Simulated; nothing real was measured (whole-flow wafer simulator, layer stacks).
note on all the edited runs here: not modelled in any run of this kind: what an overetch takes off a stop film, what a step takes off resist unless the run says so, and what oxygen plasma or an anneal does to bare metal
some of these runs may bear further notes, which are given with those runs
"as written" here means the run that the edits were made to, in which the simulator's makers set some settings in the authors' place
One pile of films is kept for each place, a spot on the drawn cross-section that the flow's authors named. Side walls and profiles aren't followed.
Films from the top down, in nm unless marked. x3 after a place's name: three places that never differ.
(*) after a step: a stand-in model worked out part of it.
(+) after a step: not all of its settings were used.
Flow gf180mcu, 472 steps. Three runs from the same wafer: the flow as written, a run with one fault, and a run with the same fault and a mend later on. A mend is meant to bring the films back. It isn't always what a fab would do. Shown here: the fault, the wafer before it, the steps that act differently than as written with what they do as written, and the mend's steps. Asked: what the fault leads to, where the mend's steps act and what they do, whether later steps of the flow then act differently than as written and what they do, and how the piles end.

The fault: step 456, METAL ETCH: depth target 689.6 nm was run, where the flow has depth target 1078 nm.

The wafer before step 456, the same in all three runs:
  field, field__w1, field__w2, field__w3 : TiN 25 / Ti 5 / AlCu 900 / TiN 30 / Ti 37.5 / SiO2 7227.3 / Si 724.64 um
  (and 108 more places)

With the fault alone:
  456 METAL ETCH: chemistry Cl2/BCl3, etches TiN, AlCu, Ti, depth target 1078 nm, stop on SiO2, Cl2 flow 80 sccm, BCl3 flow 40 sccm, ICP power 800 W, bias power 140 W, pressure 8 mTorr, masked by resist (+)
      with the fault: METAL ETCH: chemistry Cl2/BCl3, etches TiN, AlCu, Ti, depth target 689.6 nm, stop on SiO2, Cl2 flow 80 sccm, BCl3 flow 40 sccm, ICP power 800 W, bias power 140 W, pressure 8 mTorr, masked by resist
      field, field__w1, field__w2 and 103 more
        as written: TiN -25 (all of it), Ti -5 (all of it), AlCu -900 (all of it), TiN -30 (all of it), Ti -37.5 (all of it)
        with the fault: TiN -25 (all of it), Ti -5 (all of it), AlCu -659.6
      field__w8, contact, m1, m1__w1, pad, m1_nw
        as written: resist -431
        with the fault: resist -275.8
  Later steps of the flow that act differently than as written:
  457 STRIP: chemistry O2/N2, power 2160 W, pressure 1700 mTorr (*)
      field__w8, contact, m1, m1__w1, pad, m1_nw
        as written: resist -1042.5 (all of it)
        with the fault: resist -1197.6 (all of it)
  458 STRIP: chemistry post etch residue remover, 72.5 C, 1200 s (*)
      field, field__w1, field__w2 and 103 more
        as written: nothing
        with the fault: AlCu -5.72
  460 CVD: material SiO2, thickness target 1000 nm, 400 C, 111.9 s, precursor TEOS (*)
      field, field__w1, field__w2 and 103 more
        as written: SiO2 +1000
        with the fault: SiO2 +1000 (new film)
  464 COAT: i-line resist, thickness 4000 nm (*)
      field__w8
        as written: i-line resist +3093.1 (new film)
        with the fault: i-line resist +3362 (new film)
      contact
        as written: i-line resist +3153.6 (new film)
        with the fault: i-line resist +3399 (new film)
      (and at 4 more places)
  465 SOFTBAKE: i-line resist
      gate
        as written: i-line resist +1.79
        with the fault: i-line resist -0.39
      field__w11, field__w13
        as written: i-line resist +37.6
        with the fault: i-line resist +23.4
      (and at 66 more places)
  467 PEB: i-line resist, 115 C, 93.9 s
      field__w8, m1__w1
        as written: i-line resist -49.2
        with the fault: i-line resist -54.7
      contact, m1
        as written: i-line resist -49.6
        with the fault: i-line resist -55
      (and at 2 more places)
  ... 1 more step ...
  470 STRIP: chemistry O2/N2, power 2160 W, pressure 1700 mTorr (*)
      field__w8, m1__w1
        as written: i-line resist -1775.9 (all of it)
        with the fault: i-line resist -2065.6 (all of it)
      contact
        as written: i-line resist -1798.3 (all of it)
        with the fault: i-line resist -2079.5 (all of it)
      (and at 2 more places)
  At the end the piles differ from the flow's by more than 2% or 0.5 nm, whichever is larger, at field, field__w1, field__w2 and 103 more.
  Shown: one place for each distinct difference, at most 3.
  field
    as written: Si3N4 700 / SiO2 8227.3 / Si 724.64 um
    with the fault: Si3N4 700 / SiO2 1000 / AlCu 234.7 / TiN 30 / Ti 37.5 / SiO2 7227.3 / Si 724.64 um
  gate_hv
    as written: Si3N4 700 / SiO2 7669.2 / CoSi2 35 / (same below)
    with the fault: Si3N4 700 / SiO2 1000 / AlCu 234.7 / TiN 30 / Ti 37.5 / SiO2 6669.2 / CoSi2 35 / (same below)
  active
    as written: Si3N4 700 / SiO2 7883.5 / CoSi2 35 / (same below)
    with the fault: Si3N4 700 / SiO2 1000 / AlCu 234.7 / TiN 30 / Ti 37.5 / SiO2 6883.5 / CoSi2 35 / (same below)

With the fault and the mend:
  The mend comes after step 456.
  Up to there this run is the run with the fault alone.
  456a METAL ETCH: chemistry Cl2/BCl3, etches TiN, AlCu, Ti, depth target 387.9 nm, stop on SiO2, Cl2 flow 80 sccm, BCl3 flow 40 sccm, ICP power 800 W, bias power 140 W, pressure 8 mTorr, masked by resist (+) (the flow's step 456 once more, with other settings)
      field, field__w1, field__w2 and 103 more
        AlCu -240.4 (all of it), TiN -30 (all of it), Ti -37.5 (all of it)
      field__w8, contact, m1, m1__w1, pad, m1_nw
        resist -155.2
  No later step of the flow acts differently than as written at any place that is followed.
  At the end the piles are the same as the flow's at every place that both follow.
